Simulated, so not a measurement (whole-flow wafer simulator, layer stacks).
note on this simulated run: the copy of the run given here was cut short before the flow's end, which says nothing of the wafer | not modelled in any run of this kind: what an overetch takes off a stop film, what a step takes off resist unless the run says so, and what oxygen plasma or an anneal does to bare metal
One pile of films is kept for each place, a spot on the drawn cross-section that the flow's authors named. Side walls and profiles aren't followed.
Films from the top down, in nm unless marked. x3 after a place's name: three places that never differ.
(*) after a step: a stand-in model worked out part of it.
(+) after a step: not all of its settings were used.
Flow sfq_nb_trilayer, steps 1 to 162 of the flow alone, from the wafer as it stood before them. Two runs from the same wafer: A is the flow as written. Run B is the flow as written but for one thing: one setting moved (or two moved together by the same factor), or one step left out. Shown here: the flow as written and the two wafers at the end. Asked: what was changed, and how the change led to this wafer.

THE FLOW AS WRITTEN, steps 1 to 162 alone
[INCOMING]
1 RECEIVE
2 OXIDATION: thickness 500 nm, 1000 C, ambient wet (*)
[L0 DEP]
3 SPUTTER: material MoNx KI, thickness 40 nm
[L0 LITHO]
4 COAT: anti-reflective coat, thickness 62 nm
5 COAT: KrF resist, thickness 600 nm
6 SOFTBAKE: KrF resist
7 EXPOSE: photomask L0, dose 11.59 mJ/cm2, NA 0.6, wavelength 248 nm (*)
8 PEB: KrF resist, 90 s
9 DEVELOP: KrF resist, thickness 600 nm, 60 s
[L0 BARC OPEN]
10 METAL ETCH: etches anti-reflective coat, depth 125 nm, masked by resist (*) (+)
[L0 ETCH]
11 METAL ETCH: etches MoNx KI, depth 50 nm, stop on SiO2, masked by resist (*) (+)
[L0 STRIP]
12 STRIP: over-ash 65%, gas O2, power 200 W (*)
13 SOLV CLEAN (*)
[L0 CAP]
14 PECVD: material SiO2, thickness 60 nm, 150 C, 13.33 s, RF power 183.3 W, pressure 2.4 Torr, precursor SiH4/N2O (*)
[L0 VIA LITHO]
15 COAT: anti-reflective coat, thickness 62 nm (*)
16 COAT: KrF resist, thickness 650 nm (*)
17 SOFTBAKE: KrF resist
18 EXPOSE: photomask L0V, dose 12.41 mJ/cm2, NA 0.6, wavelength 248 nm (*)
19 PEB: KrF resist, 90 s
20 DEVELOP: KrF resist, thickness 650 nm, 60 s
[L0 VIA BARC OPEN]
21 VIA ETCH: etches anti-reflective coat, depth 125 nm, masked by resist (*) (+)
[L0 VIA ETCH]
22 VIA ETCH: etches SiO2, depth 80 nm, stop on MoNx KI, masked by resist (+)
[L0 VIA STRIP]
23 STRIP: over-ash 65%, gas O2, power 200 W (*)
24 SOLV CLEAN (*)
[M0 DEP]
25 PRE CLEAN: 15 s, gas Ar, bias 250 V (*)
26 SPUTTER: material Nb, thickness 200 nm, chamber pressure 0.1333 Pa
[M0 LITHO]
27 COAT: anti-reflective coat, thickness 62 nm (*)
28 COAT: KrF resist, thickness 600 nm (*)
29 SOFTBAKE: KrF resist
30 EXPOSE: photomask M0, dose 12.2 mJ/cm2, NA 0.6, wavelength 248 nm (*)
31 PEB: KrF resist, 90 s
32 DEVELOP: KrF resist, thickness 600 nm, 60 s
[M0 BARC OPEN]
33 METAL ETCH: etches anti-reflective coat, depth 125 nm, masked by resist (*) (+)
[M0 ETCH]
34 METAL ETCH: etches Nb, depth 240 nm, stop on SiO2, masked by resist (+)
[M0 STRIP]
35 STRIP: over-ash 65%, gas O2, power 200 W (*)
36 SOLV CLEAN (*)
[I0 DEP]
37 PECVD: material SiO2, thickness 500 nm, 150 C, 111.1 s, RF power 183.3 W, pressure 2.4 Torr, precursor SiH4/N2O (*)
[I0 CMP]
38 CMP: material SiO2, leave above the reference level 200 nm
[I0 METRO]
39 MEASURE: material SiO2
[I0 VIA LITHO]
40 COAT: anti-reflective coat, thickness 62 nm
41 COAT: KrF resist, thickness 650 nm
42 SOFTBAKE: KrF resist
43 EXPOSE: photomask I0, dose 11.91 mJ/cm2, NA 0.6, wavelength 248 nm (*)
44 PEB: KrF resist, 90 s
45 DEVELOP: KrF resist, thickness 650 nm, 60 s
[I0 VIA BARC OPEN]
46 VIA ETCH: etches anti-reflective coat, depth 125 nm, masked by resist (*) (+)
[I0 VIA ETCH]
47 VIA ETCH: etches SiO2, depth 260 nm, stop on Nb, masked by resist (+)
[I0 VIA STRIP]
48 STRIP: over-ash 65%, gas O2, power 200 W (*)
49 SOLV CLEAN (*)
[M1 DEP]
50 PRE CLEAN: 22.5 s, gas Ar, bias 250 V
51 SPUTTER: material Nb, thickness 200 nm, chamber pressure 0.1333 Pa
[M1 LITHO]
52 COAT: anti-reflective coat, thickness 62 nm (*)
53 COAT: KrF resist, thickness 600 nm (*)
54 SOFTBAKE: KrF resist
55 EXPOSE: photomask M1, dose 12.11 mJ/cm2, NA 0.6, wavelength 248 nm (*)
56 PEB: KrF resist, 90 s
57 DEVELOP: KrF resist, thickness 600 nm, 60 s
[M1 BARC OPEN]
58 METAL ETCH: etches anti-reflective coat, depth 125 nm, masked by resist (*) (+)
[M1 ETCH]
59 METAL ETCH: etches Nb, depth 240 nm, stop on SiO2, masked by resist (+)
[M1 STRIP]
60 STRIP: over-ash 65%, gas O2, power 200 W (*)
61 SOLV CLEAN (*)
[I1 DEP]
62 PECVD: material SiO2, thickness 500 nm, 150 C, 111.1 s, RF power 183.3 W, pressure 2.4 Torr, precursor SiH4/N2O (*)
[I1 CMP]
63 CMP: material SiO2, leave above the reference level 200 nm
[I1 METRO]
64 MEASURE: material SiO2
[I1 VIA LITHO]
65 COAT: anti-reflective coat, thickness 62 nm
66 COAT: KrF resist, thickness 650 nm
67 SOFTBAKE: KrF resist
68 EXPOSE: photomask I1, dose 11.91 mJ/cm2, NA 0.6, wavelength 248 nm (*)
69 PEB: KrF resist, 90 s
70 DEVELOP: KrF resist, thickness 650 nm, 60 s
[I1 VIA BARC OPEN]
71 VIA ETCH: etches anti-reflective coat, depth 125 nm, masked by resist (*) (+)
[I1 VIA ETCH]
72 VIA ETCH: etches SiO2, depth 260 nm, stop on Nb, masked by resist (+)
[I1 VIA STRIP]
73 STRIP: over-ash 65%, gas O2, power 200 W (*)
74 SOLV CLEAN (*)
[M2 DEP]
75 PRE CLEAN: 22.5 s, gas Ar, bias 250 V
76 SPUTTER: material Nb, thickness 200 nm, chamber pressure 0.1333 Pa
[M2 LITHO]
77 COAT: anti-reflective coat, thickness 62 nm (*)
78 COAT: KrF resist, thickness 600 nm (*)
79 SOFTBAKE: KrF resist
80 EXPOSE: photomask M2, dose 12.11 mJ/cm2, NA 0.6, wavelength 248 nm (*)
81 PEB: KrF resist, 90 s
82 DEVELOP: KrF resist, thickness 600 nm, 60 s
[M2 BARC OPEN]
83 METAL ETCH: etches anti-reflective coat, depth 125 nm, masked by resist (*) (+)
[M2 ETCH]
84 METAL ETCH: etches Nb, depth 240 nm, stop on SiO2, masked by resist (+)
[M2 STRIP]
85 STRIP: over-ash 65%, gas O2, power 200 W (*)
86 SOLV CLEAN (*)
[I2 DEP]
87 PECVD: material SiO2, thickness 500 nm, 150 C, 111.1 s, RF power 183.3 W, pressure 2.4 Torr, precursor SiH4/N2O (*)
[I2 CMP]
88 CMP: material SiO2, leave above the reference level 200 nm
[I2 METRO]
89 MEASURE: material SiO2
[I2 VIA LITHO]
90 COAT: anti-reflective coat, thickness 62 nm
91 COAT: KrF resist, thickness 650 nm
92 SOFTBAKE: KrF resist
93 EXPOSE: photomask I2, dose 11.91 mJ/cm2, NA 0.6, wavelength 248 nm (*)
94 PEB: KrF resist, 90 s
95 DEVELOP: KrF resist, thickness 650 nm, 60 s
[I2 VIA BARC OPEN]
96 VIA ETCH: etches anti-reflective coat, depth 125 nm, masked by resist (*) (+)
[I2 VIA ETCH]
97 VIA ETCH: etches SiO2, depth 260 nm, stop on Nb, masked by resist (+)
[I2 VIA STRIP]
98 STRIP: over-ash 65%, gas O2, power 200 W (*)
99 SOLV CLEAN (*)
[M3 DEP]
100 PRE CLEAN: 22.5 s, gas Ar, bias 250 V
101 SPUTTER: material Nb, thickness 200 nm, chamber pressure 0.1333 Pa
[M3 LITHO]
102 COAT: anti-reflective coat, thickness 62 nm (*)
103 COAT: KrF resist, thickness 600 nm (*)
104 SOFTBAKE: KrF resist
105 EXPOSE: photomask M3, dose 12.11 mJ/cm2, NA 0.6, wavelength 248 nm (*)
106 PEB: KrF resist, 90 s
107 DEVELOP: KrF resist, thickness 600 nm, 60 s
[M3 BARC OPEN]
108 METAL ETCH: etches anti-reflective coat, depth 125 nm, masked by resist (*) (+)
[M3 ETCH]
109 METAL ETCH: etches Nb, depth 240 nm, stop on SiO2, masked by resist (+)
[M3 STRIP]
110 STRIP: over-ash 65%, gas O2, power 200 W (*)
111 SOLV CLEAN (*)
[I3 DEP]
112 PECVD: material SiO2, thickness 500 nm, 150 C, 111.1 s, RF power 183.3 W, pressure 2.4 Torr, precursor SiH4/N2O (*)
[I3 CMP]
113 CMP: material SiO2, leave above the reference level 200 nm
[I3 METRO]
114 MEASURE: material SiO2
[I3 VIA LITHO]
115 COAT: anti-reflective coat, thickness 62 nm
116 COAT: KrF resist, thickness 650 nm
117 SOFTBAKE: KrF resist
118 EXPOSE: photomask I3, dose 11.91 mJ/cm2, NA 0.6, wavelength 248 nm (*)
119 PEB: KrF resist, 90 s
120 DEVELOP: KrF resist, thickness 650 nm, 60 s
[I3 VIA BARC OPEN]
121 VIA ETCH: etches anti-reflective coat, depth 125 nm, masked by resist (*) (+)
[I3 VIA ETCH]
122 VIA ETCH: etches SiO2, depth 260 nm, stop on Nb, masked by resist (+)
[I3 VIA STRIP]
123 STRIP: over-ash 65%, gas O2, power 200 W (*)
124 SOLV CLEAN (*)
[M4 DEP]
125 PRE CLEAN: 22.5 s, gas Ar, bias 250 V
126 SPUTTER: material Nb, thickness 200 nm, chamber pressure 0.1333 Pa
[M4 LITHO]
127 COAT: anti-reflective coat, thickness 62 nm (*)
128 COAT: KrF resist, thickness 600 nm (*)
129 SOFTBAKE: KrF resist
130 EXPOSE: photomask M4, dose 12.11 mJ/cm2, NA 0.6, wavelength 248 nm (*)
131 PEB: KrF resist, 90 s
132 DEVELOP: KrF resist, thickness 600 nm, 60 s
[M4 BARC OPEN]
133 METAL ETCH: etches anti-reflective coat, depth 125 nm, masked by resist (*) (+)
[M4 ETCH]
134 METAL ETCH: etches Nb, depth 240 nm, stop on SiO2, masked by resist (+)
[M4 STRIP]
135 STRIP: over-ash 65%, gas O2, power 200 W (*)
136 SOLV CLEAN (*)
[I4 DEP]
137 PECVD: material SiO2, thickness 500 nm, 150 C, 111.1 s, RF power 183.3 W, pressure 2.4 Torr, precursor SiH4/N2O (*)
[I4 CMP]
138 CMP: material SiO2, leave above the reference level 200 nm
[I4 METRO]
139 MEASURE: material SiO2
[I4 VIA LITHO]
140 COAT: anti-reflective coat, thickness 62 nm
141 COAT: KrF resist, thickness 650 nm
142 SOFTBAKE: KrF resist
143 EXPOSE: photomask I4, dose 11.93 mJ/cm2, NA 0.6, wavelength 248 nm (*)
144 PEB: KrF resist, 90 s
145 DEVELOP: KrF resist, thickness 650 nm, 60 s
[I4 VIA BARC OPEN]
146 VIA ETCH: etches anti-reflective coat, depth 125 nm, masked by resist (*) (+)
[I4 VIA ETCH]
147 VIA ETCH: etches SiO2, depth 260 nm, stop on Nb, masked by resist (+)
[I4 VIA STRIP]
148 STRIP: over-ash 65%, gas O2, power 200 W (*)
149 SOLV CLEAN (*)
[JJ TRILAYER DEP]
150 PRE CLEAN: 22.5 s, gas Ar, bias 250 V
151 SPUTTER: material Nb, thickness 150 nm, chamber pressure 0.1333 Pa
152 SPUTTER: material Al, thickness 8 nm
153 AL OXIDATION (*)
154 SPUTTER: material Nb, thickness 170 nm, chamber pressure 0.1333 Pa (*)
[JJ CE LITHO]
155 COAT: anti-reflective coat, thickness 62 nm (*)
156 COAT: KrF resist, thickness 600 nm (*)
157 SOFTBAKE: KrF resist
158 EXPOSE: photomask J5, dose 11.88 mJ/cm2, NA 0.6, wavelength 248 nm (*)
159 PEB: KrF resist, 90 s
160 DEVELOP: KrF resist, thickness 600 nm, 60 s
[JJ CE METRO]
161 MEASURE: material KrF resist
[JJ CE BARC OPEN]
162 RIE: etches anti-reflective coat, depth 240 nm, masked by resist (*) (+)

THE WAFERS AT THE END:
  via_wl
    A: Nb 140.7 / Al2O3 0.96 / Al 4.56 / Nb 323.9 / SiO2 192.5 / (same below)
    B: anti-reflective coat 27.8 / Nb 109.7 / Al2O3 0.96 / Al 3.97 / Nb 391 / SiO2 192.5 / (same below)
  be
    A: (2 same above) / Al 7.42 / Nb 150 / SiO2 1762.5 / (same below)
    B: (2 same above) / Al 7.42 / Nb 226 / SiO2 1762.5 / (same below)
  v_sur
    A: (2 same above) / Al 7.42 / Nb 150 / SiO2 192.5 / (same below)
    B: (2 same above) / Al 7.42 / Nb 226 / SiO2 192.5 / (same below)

The cause: step 151, SPUTTER: thickness 226 nm was run, where the flow has thickness 150 nm.
It can be read off the wafer: be has Nb 226, and step 151 as written asks for 150 nm.

How the change led to this, step by step:
  151 SPUTTER: material Nb, thickness 150 nm, chamber pressure 0.1333 Pa
      field_l, v_sur, via_sp and 100 more: A Nb +150 (new film) | B Nb +226 (new film)
      via_wl, via_w, via_wr: A Nb +130.4 | B Nb +197.4
  152 SPUTTER: material Al, thickness 8 nm
      via_wl, via_wr: A Al +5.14 (new film) | B Al +4.55 (new film)
  154 SPUTTER: material Nb, thickness 170 nm, chamber pressure 0.1333 Pa (*)
      via_wl, via_wr: A Nb +140.7 (new film) | B Nb +109.7 (new film)
      via_w: A Nb +141 (new film) | B Nb +155.2 (new film)
  155 COAT: anti-reflective coat, thickness 62 nm (*)
      via_wl, via_wr: A anti-reflective coat +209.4 (new film) | B anti-reflective coat +267.8 (new film)
      via_w: A anti-reflective coat +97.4 (new film) | B anti-reflective coat +103.4 (new film)
  156 COAT: KrF resist, thickness 600 nm (*)
      via_wl: A KrF resist +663 (new film) | B KrF resist +647.7 (new film)
      via_wr: A KrF resist +663.2 (new film) | B KrF resist +647.9 (new film)
  160 DEVELOP: KrF resist, thickness 600 nm, 60 s
      via_wl: A KrF resist -661.6 (all of it) | B KrF resist -646.3 (all of it)
      via_wr: A KrF resist -661.8 (all of it) | B KrF resist -646.5 (all of it)
  162 RIE: etches anti-reflective coat, depth 240 nm, masked by resist (*) (+)
      via_wl, via_wr: A anti-reflective coat -209.4 (all of it) | B anti-reflective coat -240
      ce_l, c5j, ce_r, wl_jj: A KrF resist -209.4 | B KrF resist -240
      (and at 1 more place)
